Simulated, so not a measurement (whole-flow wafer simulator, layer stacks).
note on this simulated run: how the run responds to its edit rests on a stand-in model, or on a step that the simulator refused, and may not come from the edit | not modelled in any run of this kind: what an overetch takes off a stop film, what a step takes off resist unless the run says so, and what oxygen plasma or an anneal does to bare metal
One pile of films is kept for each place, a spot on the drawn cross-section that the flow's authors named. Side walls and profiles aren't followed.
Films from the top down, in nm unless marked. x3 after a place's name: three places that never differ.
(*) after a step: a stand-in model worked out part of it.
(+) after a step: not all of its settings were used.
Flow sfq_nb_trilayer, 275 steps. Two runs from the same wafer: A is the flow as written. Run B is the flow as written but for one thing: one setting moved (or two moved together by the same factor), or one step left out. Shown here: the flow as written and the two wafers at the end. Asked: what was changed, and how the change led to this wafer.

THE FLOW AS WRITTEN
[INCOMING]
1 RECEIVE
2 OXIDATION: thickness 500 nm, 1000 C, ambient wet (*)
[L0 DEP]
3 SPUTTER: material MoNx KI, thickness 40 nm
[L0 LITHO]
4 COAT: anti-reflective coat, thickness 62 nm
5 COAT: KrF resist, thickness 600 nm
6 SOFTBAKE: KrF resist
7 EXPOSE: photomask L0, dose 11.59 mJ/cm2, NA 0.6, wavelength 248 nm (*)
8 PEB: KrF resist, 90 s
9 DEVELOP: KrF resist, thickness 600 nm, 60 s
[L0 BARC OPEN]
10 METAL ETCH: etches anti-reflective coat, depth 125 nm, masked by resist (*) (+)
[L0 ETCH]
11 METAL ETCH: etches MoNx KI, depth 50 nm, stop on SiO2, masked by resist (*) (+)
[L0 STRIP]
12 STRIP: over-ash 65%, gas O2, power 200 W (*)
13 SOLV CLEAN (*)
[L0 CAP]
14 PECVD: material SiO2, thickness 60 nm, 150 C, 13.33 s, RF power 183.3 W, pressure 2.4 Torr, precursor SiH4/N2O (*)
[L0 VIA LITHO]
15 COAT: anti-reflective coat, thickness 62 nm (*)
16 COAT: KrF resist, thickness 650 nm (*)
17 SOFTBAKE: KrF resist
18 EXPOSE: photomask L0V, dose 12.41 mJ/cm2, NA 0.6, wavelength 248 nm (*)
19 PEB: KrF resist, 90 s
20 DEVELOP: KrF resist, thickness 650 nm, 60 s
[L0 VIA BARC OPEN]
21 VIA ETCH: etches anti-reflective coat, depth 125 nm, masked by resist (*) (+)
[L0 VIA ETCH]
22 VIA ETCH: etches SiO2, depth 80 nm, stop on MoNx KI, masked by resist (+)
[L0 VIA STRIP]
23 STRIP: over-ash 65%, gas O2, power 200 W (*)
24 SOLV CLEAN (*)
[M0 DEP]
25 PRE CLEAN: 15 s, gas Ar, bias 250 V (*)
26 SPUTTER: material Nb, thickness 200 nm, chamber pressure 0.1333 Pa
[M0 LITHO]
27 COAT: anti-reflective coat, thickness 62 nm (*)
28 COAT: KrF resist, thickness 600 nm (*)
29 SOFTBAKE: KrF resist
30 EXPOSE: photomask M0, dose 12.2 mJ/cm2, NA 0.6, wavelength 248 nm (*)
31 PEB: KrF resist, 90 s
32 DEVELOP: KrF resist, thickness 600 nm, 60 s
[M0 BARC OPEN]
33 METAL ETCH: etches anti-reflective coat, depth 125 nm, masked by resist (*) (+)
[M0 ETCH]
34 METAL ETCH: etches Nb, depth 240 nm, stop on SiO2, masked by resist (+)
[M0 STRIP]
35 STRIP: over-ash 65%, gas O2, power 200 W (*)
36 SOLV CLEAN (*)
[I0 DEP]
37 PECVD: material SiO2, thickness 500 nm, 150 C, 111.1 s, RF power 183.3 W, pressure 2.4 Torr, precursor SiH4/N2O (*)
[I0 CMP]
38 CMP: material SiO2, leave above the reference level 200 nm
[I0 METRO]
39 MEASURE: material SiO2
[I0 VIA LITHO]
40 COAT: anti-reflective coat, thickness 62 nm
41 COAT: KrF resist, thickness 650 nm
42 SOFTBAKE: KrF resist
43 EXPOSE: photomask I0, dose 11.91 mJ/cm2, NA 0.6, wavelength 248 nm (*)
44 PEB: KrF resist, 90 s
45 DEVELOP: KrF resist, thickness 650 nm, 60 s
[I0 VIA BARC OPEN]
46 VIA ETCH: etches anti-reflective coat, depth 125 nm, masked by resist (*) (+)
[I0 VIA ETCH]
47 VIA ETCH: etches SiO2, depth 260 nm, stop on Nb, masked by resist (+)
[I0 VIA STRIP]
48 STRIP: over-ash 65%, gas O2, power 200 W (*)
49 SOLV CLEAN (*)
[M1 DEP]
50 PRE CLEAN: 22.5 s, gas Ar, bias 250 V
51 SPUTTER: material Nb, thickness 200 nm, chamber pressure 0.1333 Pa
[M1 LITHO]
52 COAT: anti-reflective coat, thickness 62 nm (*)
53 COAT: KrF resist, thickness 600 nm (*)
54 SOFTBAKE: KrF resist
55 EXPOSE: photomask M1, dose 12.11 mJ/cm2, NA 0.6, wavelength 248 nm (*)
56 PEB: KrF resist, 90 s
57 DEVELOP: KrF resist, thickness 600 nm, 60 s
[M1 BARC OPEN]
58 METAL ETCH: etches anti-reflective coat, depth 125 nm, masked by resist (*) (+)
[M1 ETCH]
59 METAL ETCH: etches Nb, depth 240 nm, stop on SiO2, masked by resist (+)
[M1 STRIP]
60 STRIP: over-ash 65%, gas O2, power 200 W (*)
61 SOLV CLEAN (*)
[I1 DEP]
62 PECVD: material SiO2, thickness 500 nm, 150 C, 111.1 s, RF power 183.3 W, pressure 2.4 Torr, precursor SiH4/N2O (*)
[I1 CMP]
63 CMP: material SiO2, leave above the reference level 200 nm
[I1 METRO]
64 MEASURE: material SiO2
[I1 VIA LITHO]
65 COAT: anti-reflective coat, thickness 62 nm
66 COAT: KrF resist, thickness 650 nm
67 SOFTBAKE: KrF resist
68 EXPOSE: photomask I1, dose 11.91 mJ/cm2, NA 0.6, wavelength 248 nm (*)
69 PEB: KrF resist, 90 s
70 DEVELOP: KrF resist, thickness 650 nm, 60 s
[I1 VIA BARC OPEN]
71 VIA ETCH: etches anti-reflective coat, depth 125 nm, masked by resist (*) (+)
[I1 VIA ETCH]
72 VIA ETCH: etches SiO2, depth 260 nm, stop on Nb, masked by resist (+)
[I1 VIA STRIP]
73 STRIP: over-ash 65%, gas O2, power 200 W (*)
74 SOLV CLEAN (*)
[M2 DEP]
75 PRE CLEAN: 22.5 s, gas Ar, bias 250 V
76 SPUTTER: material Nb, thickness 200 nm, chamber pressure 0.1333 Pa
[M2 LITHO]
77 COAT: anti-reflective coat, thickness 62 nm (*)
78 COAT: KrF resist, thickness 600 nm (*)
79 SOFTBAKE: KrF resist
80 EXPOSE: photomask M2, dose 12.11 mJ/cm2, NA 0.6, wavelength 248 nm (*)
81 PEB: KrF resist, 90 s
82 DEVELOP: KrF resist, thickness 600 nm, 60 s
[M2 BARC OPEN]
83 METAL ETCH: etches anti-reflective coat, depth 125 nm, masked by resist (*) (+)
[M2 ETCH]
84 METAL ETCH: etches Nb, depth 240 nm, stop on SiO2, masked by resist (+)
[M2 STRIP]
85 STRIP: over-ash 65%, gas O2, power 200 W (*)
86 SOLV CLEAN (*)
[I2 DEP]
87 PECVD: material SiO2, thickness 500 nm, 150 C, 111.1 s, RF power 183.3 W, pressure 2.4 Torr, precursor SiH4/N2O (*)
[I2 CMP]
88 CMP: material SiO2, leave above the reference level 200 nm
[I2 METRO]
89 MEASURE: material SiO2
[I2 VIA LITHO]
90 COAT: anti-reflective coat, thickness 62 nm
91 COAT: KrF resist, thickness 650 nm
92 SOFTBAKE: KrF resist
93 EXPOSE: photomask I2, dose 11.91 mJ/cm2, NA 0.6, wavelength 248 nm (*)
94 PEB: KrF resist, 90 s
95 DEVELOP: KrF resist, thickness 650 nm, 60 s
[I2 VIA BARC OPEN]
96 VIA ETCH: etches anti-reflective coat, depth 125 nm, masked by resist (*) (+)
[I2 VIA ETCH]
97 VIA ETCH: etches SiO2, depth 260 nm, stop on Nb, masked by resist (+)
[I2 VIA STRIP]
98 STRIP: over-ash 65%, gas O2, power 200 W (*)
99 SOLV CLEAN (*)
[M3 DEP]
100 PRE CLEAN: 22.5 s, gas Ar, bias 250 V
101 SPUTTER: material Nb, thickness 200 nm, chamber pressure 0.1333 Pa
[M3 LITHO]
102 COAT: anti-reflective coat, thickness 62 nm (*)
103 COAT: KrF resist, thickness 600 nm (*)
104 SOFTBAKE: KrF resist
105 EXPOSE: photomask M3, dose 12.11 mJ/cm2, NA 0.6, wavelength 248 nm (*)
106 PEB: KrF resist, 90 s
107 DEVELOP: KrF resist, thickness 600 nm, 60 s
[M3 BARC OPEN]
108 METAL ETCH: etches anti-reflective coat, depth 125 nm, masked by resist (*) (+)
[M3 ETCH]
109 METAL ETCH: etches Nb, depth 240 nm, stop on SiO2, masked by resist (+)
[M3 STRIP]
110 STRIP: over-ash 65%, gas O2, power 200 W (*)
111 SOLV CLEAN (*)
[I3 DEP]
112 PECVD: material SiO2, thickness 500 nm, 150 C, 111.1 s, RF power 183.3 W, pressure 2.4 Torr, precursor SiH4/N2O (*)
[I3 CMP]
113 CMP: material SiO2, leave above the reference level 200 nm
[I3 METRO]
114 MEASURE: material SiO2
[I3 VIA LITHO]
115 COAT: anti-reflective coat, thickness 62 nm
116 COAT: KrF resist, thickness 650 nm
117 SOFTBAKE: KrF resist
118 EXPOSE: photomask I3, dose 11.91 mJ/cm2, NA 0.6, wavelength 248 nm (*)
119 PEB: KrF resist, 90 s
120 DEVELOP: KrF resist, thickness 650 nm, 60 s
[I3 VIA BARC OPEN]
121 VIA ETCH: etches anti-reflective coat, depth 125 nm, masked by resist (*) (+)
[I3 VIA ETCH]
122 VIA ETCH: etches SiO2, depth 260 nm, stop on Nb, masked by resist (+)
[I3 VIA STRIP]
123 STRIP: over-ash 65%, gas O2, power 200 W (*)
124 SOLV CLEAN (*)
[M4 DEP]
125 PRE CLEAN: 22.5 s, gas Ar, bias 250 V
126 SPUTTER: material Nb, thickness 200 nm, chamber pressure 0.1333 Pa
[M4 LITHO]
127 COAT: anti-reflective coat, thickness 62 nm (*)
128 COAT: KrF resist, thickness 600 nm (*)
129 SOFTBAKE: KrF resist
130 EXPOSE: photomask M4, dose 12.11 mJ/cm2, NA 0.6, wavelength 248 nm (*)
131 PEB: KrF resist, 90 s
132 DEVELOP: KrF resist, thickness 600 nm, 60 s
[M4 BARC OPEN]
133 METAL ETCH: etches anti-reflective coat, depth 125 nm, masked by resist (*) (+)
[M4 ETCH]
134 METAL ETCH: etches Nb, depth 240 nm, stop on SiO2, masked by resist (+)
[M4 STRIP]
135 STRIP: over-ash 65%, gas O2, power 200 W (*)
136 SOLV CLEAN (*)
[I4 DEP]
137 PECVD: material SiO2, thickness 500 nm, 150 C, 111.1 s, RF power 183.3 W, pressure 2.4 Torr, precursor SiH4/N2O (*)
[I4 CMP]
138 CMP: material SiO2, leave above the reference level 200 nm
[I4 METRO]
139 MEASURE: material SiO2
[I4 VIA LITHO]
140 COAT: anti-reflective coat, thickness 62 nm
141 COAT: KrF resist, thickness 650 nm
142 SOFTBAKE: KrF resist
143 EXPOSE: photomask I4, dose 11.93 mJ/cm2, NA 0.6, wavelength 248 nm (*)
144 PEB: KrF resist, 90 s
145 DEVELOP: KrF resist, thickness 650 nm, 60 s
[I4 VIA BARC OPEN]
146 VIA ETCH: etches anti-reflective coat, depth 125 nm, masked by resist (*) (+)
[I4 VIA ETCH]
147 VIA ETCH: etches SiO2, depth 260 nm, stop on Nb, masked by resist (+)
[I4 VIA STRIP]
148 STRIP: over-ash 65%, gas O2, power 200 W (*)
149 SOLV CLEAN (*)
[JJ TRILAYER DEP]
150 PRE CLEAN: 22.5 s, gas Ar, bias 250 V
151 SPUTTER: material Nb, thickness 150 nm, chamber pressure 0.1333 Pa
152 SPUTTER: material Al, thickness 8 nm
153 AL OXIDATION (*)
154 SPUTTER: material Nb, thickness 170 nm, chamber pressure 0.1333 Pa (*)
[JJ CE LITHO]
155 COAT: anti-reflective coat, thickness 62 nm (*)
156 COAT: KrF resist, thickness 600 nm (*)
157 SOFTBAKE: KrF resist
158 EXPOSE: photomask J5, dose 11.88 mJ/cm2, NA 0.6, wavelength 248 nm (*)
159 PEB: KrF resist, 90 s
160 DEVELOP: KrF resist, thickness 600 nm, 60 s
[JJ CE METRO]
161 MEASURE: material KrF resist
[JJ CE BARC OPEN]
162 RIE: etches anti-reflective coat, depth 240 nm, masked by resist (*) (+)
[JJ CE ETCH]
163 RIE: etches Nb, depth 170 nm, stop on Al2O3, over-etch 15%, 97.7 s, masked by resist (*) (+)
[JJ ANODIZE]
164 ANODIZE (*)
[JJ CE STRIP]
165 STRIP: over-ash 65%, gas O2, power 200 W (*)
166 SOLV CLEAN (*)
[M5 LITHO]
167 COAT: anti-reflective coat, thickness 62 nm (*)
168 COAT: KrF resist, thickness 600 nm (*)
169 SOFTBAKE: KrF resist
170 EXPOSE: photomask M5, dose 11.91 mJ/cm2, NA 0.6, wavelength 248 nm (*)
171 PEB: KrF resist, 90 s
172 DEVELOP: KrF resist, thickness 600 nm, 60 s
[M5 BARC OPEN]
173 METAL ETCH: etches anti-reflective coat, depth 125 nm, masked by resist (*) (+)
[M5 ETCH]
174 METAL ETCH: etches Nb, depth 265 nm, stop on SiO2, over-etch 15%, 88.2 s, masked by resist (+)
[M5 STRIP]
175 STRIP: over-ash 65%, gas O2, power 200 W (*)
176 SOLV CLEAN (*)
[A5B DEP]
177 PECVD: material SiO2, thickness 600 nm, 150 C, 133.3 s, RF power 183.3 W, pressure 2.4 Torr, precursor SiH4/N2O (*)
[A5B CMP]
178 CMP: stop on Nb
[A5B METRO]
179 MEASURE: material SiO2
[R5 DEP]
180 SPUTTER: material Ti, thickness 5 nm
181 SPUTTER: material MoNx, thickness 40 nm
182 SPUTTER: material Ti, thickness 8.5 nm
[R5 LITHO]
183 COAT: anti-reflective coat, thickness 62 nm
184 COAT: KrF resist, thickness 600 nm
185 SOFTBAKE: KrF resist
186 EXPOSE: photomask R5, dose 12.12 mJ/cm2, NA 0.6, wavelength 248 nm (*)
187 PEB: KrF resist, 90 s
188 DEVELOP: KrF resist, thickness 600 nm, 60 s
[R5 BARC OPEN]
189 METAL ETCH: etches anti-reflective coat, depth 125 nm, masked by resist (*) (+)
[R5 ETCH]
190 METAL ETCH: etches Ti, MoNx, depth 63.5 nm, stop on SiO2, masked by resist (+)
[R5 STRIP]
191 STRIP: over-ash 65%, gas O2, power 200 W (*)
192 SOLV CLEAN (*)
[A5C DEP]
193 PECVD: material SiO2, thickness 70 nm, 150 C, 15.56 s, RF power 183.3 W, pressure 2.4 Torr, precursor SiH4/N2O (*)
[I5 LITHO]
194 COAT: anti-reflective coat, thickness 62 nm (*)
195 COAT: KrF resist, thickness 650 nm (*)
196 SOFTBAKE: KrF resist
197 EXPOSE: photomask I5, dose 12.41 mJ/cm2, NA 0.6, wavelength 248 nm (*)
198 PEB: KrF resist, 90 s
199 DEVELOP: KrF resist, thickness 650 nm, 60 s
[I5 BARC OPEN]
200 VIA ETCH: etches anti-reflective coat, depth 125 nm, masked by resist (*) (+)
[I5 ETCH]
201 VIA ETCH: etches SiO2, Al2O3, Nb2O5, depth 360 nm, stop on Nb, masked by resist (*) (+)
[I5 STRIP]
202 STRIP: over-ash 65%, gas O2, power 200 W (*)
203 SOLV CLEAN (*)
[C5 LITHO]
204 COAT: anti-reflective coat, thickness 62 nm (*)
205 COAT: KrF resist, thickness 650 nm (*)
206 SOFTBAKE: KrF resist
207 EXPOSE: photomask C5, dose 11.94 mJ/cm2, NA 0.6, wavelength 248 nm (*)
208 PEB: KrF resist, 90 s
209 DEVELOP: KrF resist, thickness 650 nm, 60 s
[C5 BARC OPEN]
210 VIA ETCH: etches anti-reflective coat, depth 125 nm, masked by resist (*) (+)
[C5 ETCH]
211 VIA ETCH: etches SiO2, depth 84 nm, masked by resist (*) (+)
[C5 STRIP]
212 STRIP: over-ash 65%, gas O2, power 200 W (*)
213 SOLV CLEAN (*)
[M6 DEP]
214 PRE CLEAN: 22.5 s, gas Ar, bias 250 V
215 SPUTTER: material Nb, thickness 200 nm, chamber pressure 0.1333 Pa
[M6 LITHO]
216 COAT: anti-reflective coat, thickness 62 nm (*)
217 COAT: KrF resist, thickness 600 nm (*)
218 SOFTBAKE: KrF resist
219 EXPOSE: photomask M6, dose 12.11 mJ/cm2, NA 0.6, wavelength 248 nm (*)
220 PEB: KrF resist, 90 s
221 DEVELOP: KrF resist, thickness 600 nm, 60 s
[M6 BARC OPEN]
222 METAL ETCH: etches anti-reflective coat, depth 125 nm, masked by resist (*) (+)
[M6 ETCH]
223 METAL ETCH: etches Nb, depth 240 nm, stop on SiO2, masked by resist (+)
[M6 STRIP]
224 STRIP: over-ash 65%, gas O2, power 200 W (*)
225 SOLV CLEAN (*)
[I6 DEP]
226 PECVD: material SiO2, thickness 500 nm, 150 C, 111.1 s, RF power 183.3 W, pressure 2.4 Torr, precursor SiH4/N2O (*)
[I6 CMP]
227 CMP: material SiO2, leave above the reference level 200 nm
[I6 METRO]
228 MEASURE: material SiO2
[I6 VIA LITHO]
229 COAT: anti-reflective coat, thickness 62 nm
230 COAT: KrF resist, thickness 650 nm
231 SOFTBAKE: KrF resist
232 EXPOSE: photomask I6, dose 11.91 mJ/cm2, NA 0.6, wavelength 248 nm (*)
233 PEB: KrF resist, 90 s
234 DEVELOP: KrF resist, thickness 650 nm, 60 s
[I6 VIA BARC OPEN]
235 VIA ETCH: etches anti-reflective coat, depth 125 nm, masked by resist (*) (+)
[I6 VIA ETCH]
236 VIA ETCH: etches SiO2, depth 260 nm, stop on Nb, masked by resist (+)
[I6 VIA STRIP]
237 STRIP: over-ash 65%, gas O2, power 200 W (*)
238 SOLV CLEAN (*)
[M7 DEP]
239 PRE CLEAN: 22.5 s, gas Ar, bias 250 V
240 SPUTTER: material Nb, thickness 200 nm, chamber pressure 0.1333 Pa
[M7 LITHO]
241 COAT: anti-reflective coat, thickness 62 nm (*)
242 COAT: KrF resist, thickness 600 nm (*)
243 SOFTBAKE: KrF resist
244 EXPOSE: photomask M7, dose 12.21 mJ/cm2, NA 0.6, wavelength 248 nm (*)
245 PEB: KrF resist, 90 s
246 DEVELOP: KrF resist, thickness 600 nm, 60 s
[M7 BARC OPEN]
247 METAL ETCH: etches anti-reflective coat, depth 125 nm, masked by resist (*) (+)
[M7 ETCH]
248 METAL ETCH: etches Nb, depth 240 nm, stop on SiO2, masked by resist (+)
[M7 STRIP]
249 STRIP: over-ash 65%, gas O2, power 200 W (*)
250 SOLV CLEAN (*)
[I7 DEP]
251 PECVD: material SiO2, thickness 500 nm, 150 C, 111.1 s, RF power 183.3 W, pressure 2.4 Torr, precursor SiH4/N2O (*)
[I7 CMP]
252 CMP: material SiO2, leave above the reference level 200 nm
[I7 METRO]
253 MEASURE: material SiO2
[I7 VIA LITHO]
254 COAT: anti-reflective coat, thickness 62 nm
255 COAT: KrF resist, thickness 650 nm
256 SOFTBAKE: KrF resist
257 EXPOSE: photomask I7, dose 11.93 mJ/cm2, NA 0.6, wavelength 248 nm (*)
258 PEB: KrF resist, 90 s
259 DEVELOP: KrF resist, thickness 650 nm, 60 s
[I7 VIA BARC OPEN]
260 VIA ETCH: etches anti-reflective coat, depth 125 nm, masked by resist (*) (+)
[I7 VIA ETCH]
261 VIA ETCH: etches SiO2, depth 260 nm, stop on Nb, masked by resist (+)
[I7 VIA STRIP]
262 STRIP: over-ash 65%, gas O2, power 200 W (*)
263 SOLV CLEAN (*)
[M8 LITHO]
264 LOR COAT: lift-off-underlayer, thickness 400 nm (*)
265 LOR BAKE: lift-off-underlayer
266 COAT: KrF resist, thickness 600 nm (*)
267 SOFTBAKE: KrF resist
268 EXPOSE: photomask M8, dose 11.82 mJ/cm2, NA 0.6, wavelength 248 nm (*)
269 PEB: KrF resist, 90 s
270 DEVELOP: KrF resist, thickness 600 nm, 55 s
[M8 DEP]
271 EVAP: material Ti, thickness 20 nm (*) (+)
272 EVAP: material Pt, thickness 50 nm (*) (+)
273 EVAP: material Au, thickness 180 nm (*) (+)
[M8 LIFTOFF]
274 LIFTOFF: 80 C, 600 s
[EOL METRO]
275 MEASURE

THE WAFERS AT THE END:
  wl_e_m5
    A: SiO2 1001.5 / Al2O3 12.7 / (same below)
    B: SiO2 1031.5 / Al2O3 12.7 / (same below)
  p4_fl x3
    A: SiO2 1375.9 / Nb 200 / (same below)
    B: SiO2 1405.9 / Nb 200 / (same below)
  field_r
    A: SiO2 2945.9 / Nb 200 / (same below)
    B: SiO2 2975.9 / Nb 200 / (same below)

The cause: step 240, SPUTTER: thickness 230 nm was run, where the flow has thickness 200 nm.

How the change led to this, step by step:
  240 SPUTTER: material Nb, thickness 200 nm, chamber pressure 0.1333 Pa
      field_l, v_sur, via_wl and 102 more: A Nb +200 (new film) | B Nb +230 (new film)
      via_v: A Nb +161.1 | B Nb +185.4
  248 METAL ETCH: etches Nb, depth 240 nm, stop on SiO2, masked by resist (+)
      field_l, field_r, lsp_l and 62 more: A Nb -200 (all of it) | B Nb -230 (all of it)
  251 PECVD: material SiO2, thickness 500 nm, 150 C, 111.1 s, RF power 183.3 W, pressure 2.4 Torr, precursor SiH4/N2O (*)
      m7r_space_l x2: A SiO2 +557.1 | B SiO2 +587.1
  252 CMP: material SiO2, leave above the reference level 200 nm
      field_l, p4_fl x3, p4_w1 x9 and 46 more: A SiO2 -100 | B SiO2 -70
      field_r, lsp_l: A SiO2 -77.7 | B SiO2 -44.3
      (and at 2 more places)
